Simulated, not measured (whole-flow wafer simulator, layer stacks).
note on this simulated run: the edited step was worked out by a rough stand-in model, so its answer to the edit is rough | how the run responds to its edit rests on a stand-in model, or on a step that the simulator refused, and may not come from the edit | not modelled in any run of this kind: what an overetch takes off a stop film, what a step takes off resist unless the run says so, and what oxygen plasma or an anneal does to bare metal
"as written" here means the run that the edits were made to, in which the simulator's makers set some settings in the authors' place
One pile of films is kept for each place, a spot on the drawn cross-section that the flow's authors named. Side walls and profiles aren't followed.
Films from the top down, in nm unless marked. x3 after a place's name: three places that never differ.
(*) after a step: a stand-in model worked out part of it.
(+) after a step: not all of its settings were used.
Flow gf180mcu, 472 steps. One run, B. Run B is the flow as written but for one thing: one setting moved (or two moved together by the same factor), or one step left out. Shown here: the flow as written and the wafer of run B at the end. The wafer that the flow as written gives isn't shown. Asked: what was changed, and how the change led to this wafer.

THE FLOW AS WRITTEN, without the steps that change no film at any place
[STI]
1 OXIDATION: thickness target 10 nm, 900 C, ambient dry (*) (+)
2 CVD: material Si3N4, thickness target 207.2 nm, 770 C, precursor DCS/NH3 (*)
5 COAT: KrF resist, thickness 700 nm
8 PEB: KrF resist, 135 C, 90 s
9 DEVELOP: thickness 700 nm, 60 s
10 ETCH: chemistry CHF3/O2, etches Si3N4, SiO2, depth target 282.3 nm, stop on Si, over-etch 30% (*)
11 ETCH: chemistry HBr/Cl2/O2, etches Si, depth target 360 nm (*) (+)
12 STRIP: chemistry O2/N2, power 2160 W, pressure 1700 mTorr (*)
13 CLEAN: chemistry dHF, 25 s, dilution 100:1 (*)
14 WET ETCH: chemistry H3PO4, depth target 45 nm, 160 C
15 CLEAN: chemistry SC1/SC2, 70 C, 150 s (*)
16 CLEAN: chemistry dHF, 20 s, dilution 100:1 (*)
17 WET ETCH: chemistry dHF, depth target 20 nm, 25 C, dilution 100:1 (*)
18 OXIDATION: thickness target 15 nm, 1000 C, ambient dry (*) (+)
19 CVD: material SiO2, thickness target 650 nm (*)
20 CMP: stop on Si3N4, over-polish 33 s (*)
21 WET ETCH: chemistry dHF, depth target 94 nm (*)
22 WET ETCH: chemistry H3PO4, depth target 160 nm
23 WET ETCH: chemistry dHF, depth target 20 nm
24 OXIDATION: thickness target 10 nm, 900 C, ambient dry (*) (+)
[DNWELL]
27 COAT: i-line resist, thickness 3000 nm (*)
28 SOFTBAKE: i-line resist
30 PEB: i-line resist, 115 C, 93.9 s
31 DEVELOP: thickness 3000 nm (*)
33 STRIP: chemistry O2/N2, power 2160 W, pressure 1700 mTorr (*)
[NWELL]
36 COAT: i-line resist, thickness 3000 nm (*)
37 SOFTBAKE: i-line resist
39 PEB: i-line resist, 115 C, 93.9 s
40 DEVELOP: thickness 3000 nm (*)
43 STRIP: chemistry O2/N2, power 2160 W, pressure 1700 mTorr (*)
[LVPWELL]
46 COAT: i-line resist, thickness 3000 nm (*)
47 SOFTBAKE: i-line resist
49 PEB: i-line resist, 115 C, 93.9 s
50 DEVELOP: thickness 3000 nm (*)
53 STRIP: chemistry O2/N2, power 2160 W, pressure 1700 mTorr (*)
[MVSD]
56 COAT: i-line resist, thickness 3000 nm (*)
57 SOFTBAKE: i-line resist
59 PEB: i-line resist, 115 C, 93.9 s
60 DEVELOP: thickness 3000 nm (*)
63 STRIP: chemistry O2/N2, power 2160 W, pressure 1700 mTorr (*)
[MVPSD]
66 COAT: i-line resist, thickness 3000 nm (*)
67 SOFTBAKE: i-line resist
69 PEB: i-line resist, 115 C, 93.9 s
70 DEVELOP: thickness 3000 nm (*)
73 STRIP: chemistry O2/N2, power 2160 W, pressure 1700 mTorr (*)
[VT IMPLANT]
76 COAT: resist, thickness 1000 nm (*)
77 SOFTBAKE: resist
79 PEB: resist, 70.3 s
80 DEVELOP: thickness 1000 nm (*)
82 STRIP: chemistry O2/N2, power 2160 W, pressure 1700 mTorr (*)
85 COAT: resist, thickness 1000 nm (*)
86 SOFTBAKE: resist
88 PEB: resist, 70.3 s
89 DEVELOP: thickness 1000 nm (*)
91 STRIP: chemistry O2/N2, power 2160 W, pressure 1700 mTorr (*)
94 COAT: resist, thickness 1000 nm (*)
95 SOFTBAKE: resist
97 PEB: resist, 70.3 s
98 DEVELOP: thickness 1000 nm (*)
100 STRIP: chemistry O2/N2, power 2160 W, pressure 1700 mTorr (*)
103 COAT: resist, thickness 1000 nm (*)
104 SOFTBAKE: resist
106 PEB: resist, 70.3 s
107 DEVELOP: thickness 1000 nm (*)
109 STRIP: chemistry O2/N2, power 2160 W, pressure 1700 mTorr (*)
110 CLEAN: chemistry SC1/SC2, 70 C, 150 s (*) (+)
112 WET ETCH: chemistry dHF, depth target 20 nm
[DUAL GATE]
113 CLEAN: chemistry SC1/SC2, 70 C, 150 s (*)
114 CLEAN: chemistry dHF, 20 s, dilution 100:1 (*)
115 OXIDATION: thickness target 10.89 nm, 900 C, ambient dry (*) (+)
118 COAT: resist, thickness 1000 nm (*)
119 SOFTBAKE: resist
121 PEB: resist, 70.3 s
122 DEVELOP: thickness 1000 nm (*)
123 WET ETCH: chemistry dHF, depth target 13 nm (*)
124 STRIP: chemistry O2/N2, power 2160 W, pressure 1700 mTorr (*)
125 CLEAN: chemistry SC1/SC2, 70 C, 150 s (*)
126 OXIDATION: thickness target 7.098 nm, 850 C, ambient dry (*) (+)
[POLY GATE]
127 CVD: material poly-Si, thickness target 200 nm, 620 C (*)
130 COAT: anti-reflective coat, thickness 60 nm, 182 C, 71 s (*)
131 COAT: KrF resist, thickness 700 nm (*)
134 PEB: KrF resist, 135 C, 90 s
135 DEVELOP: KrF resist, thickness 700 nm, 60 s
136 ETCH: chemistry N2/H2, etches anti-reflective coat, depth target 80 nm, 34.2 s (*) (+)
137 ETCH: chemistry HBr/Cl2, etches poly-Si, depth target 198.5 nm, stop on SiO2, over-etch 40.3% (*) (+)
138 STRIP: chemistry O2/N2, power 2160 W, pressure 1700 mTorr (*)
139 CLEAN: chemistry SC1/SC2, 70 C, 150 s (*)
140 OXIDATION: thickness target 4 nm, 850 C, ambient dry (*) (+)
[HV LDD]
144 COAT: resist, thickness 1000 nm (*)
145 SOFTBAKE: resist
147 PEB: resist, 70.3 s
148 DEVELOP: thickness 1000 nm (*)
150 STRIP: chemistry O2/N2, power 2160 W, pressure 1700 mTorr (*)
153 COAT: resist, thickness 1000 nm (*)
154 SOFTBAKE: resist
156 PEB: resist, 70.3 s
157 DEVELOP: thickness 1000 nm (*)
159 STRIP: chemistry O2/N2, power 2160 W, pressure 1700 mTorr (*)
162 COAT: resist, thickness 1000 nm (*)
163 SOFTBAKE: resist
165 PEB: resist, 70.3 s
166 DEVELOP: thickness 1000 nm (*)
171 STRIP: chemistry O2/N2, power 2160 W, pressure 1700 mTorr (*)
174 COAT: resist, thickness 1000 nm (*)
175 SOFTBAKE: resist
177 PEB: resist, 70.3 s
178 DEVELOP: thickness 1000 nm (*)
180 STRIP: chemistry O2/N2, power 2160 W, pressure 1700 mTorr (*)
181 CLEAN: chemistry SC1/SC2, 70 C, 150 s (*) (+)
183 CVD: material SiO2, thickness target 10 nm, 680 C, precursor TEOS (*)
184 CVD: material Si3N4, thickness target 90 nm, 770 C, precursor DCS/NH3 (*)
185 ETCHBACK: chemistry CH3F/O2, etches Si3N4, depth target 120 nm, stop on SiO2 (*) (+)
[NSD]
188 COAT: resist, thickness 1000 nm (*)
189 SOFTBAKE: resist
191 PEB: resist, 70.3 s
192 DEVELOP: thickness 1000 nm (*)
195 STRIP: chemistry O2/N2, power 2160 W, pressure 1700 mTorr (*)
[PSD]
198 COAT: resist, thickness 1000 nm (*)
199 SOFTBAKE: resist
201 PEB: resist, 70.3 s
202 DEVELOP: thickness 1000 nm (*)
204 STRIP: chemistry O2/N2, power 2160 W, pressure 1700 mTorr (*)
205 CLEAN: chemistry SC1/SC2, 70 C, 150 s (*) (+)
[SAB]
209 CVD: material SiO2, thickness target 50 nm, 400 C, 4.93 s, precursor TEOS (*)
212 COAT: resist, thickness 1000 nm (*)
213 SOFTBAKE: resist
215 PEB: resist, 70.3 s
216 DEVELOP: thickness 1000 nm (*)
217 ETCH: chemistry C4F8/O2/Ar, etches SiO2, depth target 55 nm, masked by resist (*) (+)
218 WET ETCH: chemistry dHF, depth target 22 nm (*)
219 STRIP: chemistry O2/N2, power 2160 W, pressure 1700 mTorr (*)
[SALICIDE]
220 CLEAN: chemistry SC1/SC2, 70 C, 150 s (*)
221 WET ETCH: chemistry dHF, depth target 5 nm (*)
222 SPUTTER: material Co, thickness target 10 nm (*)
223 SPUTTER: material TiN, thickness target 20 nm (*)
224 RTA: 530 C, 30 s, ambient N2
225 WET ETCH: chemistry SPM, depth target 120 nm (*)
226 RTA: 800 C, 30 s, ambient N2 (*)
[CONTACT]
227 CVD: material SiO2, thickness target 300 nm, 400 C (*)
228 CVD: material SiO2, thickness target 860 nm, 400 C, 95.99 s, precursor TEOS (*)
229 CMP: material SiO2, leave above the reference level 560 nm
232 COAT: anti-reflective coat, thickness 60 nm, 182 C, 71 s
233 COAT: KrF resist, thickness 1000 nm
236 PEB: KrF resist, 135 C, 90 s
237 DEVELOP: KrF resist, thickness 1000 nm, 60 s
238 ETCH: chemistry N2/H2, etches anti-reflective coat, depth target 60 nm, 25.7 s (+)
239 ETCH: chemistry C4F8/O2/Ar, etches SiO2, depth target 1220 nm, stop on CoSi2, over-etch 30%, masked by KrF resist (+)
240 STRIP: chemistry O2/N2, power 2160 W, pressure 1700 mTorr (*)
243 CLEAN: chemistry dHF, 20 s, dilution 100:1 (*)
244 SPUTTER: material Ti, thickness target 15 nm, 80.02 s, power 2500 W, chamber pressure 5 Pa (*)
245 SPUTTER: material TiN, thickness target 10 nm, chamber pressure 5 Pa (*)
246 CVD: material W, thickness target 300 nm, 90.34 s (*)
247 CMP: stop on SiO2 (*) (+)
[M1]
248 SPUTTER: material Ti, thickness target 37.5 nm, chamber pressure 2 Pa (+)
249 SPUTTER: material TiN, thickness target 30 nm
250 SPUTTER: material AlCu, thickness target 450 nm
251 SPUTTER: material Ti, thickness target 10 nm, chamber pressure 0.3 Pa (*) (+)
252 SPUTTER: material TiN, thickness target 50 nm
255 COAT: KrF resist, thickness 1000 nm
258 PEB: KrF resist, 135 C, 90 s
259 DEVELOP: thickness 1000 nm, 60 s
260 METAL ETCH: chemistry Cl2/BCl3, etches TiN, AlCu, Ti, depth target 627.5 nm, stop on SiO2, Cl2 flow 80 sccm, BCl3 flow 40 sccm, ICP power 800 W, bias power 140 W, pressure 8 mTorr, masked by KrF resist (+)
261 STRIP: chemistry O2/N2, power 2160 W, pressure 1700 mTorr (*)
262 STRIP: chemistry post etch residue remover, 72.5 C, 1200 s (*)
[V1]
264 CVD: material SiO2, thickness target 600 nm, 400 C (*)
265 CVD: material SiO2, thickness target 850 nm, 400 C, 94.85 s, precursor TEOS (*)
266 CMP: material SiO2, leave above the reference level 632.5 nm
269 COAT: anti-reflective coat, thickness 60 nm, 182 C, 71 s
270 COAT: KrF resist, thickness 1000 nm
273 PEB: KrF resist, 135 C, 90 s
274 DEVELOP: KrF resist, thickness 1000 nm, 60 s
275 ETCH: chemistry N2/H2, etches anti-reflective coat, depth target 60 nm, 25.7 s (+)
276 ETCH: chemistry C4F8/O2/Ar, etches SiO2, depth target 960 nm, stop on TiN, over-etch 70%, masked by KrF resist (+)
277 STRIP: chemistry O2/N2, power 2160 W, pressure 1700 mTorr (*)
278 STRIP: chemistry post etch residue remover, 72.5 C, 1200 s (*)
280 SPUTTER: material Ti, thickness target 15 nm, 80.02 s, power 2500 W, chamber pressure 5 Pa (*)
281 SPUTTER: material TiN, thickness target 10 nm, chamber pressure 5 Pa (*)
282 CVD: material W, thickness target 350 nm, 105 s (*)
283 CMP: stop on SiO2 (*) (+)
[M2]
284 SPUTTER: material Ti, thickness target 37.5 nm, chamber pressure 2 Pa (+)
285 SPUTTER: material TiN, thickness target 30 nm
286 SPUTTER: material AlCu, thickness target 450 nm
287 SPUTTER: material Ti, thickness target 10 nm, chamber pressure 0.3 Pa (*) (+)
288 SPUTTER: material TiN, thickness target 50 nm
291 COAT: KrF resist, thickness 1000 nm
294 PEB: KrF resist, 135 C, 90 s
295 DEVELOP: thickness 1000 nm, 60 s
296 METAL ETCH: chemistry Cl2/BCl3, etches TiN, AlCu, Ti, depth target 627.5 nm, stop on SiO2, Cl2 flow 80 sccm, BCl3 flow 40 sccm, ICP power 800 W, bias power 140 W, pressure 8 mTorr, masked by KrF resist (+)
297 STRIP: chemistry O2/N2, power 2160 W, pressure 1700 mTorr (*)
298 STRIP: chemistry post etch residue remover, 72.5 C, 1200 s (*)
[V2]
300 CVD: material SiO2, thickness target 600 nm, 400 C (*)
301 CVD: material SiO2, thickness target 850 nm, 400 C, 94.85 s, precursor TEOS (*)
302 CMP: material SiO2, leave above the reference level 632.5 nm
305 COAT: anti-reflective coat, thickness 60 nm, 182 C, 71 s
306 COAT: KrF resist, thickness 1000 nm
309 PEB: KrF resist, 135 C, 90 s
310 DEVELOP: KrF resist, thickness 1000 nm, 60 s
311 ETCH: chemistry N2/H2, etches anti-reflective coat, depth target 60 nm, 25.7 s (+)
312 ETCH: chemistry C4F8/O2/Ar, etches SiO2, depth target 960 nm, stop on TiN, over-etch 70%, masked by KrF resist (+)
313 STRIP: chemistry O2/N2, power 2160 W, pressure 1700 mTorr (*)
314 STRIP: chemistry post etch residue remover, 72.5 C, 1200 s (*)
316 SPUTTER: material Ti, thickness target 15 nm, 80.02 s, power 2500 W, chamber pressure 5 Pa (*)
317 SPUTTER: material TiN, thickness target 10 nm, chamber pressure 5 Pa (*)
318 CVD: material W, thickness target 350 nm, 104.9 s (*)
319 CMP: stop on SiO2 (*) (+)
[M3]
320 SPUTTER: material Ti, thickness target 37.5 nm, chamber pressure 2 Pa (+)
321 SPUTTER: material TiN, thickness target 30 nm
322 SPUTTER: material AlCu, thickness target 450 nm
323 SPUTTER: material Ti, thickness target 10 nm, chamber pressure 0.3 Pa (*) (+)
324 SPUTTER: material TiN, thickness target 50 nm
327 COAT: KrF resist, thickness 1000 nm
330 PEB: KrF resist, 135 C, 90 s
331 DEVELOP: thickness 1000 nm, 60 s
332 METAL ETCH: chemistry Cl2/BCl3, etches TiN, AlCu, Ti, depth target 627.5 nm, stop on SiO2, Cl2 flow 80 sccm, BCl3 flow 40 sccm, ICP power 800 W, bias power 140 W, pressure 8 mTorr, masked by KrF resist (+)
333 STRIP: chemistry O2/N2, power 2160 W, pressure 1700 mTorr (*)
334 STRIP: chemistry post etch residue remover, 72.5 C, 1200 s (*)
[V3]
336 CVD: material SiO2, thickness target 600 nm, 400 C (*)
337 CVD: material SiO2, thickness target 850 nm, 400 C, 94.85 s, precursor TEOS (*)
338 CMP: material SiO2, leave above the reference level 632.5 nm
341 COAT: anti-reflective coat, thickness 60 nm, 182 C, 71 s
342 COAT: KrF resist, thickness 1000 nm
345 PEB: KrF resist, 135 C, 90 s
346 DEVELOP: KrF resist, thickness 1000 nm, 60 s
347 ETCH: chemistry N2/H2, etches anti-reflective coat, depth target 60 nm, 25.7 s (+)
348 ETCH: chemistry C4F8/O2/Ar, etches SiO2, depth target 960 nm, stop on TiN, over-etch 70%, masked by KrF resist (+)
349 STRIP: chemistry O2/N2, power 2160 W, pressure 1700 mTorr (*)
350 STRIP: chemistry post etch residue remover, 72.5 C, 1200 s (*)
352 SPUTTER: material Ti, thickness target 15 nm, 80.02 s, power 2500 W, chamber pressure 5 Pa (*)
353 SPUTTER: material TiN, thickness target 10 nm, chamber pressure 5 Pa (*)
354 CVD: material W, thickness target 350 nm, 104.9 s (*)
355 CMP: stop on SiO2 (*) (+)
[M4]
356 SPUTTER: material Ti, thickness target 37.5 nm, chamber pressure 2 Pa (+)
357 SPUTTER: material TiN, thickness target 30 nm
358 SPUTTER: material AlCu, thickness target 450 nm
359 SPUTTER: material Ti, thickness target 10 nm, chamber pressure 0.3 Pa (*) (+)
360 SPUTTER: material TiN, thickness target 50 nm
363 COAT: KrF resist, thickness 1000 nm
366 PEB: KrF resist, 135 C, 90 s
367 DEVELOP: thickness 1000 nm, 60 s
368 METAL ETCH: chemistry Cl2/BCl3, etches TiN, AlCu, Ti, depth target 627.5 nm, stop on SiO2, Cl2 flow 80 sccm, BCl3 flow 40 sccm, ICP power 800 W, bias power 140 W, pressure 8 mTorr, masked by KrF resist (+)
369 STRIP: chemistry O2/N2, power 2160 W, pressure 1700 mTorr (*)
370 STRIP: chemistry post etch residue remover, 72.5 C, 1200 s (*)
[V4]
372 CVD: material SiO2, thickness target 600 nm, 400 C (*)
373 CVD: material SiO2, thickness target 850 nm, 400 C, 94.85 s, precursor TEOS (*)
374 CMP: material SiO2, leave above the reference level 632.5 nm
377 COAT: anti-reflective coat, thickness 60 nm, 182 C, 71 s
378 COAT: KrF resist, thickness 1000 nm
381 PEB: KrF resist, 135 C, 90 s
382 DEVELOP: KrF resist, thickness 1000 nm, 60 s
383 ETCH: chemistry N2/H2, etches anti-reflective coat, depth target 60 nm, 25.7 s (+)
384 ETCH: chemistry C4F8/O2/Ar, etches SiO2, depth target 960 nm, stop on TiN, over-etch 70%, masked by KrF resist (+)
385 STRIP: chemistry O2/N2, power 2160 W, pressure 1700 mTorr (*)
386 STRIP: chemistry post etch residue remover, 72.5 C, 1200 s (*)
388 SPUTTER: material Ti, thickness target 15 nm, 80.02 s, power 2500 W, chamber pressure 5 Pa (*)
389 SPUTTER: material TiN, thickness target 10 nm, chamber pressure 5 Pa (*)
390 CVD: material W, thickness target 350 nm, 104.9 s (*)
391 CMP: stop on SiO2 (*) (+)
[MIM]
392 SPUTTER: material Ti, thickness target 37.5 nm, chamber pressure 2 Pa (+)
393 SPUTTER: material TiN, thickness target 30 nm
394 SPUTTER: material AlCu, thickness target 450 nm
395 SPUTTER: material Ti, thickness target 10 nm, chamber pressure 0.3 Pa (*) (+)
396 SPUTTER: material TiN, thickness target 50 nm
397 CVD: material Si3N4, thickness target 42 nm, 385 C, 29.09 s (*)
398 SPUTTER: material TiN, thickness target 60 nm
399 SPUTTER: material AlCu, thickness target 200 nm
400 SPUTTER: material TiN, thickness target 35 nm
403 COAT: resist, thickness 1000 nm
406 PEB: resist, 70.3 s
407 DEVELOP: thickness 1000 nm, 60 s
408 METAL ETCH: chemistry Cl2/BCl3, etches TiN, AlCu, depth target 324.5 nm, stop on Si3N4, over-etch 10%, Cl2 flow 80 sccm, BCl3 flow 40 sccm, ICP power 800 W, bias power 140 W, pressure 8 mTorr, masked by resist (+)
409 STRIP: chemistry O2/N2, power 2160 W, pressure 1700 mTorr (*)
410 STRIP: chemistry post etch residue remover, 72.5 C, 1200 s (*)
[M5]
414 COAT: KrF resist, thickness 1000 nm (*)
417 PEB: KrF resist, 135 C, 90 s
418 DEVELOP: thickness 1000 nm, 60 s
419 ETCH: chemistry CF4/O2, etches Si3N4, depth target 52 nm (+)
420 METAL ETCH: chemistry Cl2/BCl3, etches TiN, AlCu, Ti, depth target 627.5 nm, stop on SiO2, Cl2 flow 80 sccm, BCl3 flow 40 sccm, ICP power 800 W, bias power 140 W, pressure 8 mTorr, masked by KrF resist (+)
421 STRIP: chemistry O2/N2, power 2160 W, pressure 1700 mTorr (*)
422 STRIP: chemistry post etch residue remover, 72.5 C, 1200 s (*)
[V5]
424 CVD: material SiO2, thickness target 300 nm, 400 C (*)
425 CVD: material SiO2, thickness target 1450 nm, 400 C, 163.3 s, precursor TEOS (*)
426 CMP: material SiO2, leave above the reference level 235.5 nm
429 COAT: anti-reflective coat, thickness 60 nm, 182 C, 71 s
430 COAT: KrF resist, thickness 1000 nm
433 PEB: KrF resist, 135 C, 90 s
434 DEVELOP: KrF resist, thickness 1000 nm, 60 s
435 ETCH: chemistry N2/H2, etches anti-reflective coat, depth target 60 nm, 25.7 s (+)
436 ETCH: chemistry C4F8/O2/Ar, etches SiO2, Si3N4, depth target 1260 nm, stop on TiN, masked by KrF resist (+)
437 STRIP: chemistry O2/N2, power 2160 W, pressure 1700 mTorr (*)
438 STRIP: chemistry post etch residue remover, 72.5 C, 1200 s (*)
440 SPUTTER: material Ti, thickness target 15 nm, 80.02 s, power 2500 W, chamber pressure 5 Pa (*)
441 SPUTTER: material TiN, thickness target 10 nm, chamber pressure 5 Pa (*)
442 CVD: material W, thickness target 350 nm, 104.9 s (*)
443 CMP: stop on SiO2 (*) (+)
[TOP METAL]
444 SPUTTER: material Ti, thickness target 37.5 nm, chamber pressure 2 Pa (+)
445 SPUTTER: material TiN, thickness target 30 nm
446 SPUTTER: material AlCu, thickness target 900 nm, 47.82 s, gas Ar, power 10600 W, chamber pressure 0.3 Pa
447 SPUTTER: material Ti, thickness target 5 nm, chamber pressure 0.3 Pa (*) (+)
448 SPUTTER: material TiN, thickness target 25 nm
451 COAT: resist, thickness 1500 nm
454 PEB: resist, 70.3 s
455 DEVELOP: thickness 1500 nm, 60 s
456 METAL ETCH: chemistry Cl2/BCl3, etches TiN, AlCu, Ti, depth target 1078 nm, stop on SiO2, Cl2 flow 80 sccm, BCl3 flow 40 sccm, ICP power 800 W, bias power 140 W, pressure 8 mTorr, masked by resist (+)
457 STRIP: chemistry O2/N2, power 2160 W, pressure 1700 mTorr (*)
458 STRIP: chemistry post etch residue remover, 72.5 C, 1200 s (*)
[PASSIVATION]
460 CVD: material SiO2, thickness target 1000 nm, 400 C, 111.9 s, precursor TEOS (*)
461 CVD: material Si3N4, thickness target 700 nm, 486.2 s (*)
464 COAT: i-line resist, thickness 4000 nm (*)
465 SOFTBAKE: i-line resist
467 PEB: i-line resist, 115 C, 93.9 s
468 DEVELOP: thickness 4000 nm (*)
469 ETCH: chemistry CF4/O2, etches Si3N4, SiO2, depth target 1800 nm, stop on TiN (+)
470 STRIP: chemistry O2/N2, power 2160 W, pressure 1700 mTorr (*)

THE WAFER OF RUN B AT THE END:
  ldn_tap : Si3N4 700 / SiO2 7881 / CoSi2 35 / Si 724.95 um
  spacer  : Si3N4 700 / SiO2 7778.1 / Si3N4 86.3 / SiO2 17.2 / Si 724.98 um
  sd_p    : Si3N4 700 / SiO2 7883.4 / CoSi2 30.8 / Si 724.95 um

The cause: step 209, CVD: thickness target 69.5 nm was run, where the flow has thickness target 50 nm; step 209, CVD: 6.853 s was run, where the flow has 4.93 s.

How the change led to this, step by step:
  209 CVD: material SiO2, thickness target 50 nm, 400 C, 4.93 s, precursor TEOS (*)
      field, field__w7, field__w8 and 73 more: SiO2 +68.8 (as written it would be: SiO2 +50)
      field__w1, m1, nw_enc_fld_lv__w3: SiO2 +67.7 (as written it would be: SiO2 +49.2)
      (and at 30 more places)
  217 ETCH: chemistry C4F8/O2/Ar, etches SiO2, depth target 55 nm, masked by resist (*) (+)
      spacer: SiO2 -55 (as written it would be: SiO2 -50 (all of it), Si3N4 -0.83)
  218 WET ETCH: chemistry dHF, depth target 22 nm (*)
      ldn_tap, ldn_src, ldn_drn, ldp_tap, ldp_src, ldp_drn, ldp_gr: SiO2 -34 (as written it would be: SiO2 -16 (all of it))
      ld_drn_n, ld_sd_p: SiO2 -32.8 (as written it would be: SiO2 -14.8 (all of it))
      (and at 91 more places)
  219 STRIP: chemistry O2/N2, power 2160 W, pressure 1700 mTorr (*)
      active_hv, ld_drn_n, ld_sd_p and 8 more: nothing (as written it would be: chemical SiO2 +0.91 (new film), Si -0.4)
  221 WET ETCH: chemistry dHF, depth target 5 nm (*)
      ldn_tap, ldn_src, ldn_drn, ldp_tap, ldp_src, ldp_drn, ldp_gr: SiO2 -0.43 (all of it) (as written it would be: chemical SiO2 -0.76 (all of it))
      active_hv, ld_drn_n, ld_sd_p, sd_p_hv: nothing (as written it would be: chemical SiO2 -0.76 (all of it))
  223 SPUTTER: material TiN, thickness target 20 nm (*)
      field__w12: TiN +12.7 (new film) (as written it would be: TiN +12 (new film))
      sd_p: TiN +17.3 (new film) (as written it would be: TiN +17.9 (new film))
      (and at 1 more place)
  224 RTA: 530 C, 30 s, ambient N2
      sd_p: under 1 film: CoSi +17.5 (new film), Co -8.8 (all of it), Si -16 (as written it would be: under 1 film: CoSi +18.1 (new film), Co -9.09 (all of it), Si -16.5)
  225 WET ETCH: chemistry SPM, depth target 120 nm (*)
      field__w12: TiN -12.7 (all of it), Co -6.44 (all of it) (as written it would be: TiN -12 (all of it), Co -6.15 (all of it))
      sd_p: TiN -17.3 (all of it) (as written it would be: TiN -17.9 (all of it))
      (and at 1 more place)
  226 RTA: 800 C, 30 s, ambient N2 (*)
      sd_p: CoSi2 +30.8 (new film), CoSi -17.5 (all of it), Si -16 (as written it would be: CoSi2 +31.8 (new film), CoSi -18.1 (all of it), Si -16.5)
  229 CMP: material SiO2, leave above the reference level 560 nm
      ldn_sep__w1, ldn_sep__w2, ldn_dft and 8 more: SiO2 -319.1 (as written it would be: SiO2 -311)
      sti, mim_1p0, pad, dice_street, iso_nw_fld, iso_fld_sub: SiO2 -304.9 (as written it would be: SiO2 -296.8)
      (and at 43 more places)
